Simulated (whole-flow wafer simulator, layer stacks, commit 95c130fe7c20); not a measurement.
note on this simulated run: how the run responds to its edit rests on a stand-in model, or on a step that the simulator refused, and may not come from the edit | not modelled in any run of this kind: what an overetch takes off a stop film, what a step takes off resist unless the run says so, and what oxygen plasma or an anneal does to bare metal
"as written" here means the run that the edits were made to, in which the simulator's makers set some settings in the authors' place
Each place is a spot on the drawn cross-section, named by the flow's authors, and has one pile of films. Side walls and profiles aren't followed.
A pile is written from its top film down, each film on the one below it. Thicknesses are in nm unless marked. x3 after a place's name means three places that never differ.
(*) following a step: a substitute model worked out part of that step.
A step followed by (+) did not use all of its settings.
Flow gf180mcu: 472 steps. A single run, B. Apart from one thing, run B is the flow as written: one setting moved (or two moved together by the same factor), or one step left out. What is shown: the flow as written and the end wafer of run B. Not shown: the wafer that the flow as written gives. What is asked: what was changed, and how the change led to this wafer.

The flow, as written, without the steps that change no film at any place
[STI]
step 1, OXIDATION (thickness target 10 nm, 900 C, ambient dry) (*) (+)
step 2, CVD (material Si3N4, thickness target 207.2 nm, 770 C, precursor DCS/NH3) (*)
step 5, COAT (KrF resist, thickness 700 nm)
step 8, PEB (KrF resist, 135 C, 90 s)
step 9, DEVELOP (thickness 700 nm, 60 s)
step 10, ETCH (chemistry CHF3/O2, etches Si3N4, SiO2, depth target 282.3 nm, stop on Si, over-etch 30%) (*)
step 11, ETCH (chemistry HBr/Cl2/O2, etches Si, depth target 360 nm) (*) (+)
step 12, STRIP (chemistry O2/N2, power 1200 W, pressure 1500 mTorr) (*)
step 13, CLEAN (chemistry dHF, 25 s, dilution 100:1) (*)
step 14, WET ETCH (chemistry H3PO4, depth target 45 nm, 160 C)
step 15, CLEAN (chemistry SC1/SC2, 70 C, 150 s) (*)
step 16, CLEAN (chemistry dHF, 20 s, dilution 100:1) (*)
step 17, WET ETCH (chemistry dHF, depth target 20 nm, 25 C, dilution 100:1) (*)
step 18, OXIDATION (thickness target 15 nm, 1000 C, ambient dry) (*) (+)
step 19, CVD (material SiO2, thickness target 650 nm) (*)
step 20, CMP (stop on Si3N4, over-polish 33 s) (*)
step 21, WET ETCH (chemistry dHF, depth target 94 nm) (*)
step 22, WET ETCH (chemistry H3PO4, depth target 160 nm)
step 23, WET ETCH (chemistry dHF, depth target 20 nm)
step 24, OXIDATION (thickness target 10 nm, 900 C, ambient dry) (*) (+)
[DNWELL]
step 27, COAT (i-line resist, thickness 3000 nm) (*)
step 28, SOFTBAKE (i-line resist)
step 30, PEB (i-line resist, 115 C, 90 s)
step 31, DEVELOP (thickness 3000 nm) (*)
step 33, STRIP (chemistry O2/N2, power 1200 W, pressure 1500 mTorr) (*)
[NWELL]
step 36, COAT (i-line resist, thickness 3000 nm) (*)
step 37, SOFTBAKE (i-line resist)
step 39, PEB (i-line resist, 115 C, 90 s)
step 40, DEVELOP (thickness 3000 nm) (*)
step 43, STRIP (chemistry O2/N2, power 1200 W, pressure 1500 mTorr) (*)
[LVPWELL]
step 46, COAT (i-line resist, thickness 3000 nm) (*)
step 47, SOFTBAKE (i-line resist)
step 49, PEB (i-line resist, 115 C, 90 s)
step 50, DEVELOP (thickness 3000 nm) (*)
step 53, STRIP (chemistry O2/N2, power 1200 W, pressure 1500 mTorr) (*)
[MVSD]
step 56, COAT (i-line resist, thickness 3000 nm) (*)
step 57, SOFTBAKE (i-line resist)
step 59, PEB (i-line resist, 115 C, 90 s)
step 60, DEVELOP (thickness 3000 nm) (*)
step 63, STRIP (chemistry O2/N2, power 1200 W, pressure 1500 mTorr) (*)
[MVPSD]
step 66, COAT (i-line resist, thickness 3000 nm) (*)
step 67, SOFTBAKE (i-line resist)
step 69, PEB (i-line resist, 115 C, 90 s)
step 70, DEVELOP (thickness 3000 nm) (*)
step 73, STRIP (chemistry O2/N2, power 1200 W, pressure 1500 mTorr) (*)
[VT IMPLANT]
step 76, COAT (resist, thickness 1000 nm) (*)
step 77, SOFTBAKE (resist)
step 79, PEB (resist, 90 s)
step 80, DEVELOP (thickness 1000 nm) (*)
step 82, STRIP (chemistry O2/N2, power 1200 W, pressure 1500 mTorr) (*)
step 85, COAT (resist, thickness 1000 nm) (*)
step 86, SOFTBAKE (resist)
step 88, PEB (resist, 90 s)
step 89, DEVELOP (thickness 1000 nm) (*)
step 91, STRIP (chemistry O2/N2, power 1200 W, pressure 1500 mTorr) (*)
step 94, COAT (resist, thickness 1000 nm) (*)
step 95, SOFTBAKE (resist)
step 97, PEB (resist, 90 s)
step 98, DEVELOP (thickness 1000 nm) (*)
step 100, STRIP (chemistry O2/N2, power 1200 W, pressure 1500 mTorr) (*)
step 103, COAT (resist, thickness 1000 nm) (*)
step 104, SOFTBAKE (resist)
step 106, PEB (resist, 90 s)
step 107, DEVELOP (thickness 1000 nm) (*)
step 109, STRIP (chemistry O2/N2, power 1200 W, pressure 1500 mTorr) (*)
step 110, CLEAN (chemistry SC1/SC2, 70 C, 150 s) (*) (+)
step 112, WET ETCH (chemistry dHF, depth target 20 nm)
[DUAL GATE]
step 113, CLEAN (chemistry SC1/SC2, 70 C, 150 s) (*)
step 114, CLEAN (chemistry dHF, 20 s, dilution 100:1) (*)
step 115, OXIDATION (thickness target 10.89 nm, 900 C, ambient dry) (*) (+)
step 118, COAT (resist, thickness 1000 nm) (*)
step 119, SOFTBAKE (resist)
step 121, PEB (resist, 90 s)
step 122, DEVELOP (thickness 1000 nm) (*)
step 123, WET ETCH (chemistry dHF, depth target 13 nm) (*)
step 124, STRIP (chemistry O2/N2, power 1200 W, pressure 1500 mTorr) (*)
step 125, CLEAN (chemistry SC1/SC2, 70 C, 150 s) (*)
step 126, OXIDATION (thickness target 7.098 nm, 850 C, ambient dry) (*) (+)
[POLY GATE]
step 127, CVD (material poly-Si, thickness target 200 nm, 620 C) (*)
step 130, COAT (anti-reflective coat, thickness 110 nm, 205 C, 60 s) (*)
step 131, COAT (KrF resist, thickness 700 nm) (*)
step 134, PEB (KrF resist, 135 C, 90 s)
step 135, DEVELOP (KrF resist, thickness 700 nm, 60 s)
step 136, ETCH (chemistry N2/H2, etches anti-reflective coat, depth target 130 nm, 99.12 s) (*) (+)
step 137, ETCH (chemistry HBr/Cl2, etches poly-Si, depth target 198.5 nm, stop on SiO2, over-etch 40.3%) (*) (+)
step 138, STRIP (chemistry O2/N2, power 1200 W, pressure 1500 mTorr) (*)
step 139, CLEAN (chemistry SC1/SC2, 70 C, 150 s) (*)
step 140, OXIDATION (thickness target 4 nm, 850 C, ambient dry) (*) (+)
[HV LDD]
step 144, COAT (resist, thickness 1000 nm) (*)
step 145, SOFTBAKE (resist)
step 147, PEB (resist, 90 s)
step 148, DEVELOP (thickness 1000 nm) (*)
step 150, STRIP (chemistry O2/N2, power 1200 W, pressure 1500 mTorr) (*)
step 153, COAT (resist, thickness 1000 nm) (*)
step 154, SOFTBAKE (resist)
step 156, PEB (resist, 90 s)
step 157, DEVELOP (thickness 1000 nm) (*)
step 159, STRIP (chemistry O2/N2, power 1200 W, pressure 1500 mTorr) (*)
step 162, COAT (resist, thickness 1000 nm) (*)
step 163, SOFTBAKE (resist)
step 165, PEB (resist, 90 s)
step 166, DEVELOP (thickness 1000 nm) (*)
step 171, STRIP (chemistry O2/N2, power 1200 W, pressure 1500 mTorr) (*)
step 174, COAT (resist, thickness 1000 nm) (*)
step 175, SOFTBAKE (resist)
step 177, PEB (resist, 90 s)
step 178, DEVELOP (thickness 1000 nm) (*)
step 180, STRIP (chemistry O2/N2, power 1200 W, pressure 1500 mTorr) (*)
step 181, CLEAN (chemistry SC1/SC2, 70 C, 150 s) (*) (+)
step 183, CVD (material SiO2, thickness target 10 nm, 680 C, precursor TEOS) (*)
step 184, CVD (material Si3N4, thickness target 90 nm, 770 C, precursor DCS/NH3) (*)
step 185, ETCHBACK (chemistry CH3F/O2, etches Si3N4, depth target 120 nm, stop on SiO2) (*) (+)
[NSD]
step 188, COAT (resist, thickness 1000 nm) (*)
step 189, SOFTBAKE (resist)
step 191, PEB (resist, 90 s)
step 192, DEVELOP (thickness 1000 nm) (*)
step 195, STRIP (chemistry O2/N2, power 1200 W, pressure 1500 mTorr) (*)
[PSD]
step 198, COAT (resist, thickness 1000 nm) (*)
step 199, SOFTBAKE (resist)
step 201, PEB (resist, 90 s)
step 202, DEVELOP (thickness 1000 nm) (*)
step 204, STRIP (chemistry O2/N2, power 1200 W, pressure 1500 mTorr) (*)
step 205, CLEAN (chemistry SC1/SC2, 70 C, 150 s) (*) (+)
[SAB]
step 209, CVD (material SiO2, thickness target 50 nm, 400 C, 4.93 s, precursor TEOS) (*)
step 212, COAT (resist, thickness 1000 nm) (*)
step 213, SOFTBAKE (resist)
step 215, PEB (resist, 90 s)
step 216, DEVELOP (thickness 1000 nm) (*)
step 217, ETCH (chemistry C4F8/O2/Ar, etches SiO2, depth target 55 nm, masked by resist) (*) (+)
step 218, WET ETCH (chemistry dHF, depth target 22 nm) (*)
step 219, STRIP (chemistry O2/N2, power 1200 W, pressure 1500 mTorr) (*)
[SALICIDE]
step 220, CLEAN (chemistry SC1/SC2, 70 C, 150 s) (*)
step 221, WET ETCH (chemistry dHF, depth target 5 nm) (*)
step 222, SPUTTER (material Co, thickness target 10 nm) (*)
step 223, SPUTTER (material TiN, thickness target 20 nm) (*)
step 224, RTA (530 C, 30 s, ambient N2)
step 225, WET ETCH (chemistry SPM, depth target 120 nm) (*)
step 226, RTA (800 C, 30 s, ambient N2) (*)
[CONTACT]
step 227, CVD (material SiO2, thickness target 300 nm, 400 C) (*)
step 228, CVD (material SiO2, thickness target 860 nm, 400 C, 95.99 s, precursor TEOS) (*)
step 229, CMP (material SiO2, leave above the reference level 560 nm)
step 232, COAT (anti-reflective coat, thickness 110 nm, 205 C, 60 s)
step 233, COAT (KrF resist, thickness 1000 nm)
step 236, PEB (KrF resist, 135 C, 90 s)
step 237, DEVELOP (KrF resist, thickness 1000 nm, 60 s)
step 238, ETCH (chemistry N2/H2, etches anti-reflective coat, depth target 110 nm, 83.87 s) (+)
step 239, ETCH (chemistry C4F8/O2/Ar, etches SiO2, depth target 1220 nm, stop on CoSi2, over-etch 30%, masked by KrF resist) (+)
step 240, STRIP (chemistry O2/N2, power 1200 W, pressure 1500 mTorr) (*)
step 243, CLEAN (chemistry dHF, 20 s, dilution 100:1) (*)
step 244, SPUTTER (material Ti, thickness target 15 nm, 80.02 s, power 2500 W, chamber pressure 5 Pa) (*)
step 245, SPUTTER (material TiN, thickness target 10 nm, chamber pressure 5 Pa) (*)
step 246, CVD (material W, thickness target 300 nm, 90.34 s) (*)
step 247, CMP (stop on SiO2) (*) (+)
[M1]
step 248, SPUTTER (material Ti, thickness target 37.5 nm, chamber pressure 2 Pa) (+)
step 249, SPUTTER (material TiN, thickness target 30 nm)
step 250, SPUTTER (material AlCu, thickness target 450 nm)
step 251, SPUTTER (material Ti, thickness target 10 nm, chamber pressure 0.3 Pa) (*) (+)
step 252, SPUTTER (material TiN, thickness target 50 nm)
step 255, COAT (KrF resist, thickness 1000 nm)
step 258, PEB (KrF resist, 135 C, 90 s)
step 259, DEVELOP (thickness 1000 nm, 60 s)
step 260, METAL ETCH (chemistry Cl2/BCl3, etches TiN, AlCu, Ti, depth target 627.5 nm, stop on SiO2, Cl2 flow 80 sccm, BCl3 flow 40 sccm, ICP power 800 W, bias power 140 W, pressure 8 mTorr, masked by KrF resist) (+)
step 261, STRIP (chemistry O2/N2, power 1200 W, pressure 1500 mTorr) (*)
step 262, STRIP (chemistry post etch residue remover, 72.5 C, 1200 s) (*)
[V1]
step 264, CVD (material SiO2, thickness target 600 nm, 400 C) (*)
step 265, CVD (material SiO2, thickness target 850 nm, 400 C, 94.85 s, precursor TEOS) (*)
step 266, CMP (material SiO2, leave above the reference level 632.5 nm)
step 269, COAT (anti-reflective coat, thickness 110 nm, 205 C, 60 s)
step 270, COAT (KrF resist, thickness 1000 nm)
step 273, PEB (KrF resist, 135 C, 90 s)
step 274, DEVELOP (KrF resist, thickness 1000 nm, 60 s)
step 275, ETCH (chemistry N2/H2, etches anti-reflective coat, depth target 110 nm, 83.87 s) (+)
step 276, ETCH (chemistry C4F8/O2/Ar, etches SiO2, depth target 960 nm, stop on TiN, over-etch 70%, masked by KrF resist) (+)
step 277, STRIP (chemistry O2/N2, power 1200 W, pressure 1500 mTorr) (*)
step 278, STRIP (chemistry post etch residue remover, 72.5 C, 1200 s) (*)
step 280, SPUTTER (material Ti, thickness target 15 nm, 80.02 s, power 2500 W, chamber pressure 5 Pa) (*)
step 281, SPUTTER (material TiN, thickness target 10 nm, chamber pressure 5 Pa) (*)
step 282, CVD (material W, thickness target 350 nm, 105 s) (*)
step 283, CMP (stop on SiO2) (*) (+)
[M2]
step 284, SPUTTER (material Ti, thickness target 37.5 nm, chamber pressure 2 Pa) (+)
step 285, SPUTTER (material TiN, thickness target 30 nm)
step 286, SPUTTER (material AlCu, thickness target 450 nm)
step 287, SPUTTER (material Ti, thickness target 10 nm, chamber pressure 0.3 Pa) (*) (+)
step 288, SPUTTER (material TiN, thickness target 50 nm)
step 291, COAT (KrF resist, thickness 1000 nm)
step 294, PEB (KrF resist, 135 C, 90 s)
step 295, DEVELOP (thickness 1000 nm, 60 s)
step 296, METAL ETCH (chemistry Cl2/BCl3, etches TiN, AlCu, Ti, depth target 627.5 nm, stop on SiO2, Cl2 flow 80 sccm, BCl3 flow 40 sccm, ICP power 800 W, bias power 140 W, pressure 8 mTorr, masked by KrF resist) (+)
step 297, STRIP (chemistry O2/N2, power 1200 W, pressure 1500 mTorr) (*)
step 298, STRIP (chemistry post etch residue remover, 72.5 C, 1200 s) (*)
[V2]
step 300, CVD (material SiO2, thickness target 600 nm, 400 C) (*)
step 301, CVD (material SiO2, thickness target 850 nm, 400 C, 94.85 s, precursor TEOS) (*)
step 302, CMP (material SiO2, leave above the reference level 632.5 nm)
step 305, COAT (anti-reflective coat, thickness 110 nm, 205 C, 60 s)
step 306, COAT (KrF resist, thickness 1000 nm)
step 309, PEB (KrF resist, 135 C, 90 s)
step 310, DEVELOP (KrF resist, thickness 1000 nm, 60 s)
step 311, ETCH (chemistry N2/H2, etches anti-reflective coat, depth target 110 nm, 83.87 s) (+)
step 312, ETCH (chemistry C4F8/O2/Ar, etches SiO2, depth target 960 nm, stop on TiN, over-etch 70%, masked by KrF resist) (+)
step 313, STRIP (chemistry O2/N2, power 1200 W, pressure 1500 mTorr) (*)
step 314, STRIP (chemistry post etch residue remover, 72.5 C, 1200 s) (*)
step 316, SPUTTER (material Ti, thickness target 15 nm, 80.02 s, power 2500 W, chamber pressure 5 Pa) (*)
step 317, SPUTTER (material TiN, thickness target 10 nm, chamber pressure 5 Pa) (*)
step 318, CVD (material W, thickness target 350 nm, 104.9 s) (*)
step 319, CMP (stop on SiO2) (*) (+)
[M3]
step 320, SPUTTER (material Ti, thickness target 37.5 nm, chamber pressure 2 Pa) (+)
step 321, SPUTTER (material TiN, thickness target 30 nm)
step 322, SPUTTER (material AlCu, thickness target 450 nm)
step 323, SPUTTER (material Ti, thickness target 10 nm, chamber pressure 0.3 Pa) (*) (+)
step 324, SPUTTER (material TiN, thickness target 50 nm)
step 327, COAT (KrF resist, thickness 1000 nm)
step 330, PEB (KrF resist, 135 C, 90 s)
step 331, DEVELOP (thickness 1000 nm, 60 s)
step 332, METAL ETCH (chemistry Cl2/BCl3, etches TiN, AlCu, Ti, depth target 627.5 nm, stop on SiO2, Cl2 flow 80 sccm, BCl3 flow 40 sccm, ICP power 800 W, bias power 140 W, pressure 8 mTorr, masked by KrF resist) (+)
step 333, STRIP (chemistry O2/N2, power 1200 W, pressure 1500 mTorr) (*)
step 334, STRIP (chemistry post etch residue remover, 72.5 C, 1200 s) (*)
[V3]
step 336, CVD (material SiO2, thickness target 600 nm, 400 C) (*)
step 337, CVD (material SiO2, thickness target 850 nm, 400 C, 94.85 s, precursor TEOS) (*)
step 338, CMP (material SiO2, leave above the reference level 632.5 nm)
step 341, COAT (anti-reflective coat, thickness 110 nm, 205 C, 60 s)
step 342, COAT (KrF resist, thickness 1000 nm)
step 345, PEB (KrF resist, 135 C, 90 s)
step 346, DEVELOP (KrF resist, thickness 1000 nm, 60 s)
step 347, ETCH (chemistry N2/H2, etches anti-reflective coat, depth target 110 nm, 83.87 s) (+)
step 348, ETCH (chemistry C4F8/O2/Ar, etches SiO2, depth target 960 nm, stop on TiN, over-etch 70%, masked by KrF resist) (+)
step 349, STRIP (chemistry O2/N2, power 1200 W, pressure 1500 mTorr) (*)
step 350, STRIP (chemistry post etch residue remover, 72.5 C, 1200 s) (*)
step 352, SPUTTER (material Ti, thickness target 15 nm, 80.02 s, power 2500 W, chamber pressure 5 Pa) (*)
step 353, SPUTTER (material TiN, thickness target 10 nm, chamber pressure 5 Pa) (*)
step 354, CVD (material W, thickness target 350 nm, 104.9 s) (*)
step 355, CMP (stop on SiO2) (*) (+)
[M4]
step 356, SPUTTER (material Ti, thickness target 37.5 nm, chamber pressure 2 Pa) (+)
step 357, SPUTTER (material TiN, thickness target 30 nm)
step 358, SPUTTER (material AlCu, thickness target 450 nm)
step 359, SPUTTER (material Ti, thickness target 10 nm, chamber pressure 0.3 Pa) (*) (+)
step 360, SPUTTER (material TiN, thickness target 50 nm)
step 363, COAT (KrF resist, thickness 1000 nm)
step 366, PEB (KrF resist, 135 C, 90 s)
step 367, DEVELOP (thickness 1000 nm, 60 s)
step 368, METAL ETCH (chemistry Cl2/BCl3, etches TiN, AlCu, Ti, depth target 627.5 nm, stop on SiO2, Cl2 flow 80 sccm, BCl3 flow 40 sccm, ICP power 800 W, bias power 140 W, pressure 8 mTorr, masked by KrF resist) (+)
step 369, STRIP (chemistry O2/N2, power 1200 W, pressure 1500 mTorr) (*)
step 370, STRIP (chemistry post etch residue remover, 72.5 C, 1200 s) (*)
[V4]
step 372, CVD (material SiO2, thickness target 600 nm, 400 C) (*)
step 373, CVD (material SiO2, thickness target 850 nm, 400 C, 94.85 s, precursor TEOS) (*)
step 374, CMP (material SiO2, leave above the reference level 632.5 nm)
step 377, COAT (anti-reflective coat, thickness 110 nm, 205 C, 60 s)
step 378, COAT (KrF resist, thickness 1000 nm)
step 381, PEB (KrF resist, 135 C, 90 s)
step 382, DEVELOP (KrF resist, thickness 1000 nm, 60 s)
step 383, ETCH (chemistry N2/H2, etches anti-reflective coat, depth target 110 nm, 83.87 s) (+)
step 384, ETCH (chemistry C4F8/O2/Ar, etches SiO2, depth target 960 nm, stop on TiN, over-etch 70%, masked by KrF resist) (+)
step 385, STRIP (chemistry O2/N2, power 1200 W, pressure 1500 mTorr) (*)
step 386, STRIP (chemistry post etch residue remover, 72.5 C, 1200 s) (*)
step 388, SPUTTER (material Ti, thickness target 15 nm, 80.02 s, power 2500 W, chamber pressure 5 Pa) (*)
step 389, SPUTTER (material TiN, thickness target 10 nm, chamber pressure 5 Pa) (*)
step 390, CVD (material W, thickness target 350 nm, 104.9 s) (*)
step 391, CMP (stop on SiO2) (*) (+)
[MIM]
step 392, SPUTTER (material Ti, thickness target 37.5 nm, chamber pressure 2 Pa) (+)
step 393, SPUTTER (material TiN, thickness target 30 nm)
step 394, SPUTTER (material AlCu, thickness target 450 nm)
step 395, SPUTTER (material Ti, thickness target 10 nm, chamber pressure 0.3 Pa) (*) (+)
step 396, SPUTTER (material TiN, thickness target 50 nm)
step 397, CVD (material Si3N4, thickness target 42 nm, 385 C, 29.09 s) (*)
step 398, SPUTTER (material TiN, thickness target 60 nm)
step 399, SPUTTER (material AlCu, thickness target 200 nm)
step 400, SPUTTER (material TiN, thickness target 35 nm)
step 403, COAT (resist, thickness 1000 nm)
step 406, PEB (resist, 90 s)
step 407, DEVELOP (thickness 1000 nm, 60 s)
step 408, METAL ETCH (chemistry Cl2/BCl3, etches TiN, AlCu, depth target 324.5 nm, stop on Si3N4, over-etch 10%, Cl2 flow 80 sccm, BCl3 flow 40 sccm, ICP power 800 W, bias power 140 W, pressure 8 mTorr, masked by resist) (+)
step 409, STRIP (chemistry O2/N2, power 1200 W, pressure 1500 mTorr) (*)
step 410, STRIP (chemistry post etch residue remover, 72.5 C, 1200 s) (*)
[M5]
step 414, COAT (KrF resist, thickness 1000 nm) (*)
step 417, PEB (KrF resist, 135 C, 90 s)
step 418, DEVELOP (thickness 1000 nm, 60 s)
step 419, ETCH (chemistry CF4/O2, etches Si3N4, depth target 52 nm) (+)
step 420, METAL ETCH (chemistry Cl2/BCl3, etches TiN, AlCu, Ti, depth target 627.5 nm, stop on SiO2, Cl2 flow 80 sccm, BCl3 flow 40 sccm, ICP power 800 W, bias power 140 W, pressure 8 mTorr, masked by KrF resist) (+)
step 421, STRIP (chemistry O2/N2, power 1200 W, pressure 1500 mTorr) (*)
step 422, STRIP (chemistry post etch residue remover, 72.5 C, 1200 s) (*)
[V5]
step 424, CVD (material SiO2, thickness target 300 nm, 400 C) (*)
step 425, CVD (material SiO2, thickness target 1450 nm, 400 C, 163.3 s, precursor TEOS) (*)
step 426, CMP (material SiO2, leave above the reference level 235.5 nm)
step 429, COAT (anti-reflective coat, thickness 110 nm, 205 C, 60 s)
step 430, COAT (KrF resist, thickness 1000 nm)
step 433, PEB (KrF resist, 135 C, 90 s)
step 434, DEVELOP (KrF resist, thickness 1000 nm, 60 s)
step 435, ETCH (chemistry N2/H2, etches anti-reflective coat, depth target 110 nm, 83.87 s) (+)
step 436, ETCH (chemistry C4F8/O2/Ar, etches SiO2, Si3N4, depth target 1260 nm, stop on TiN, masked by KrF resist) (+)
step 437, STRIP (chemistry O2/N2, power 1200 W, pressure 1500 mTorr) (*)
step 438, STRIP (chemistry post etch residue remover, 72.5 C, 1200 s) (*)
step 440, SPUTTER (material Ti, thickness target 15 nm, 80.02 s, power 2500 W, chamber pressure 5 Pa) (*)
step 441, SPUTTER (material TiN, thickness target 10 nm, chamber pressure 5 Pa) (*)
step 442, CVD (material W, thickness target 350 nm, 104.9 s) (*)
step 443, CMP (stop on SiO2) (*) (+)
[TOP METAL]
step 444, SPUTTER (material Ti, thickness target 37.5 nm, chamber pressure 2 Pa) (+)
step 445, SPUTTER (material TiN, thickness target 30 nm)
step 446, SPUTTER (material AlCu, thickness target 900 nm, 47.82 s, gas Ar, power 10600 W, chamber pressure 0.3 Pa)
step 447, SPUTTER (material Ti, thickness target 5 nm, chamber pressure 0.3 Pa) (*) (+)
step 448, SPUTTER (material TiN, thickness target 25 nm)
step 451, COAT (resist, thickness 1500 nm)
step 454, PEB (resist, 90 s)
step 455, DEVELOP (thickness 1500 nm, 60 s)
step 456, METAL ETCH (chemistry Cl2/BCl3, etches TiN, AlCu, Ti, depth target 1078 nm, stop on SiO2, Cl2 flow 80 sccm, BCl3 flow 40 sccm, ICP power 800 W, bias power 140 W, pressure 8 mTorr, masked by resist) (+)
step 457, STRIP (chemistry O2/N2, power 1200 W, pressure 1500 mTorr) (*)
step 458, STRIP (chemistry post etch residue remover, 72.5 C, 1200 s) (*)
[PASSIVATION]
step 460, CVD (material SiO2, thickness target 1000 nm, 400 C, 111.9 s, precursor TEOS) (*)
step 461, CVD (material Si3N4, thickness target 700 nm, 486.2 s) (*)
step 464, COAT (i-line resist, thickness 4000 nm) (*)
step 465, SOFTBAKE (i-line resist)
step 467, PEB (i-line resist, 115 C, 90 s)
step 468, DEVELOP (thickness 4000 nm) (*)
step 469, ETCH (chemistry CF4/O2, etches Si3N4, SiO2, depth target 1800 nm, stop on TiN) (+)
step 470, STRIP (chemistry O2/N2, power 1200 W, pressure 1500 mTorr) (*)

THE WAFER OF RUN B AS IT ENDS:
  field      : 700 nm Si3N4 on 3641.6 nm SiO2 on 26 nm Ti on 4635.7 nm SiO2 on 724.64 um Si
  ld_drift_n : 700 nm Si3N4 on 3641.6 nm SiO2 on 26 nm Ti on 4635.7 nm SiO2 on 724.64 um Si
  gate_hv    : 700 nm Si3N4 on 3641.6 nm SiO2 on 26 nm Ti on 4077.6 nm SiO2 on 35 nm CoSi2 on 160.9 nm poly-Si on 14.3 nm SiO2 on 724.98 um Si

The reason: step 358, SPUTTER: thickness target 526 nm was run, whereas the flow has thickness target 450 nm.

The path from the change to this, step by step:
  step 358, SPUTTER (material AlCu, thickness target 450 nm)
      field, field__w1, field__w2 and 108 more: +526 AlCu (new film) (as written it would have been: +450 AlCu (new film))
  step 368, METAL ETCH (chemistry Cl2/BCl3, etches TiN, AlCu, Ti, depth target 627.5 nm, stop on SiO2, Cl2 flow 80 sccm, BCl3 flow 40 sccm, ICP power 800 W, bias power 140 W, pressure 8 mTorr, masked by KrF resist) (+)
      field, field__w1, field__w2 and 103 more: -50 TiN (all of it), -10 Ti (all of it), -526 AlCu (all of it), -30 TiN (all of it), -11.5 Ti (as written it would have been: -50 TiN (all of it), -10 Ti (all of it), -450 AlCu (all of it), -30 TiN (all of it), -37.5 Ti (all of it))
  step 372, CVD (material SiO2, thickness target 600 nm, 400 C) (*)
      field, field__w1, field__w2 and 103 more: +600 SiO2 (new film) (as written it would have been: +600 SiO2)
  step 374, CMP (material SiO2, leave above the reference level 632.5 nm)
      field, field__w1, field__w2 and 103 more: -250 SiO2 (as written it would have been: -300 SiO2)
If metal films that touch count as one body, field has 1 body; the flow as written gives 0 bodies.
If metal films that touch count as one body, ld_drift_n has 1 body; the flow as written gives 0 bodies.
If metal films that touch count as one body, gate_hv has 2 bodies (between them, from the top down: SiO2 4077.6); the flow as written gives 1 body.
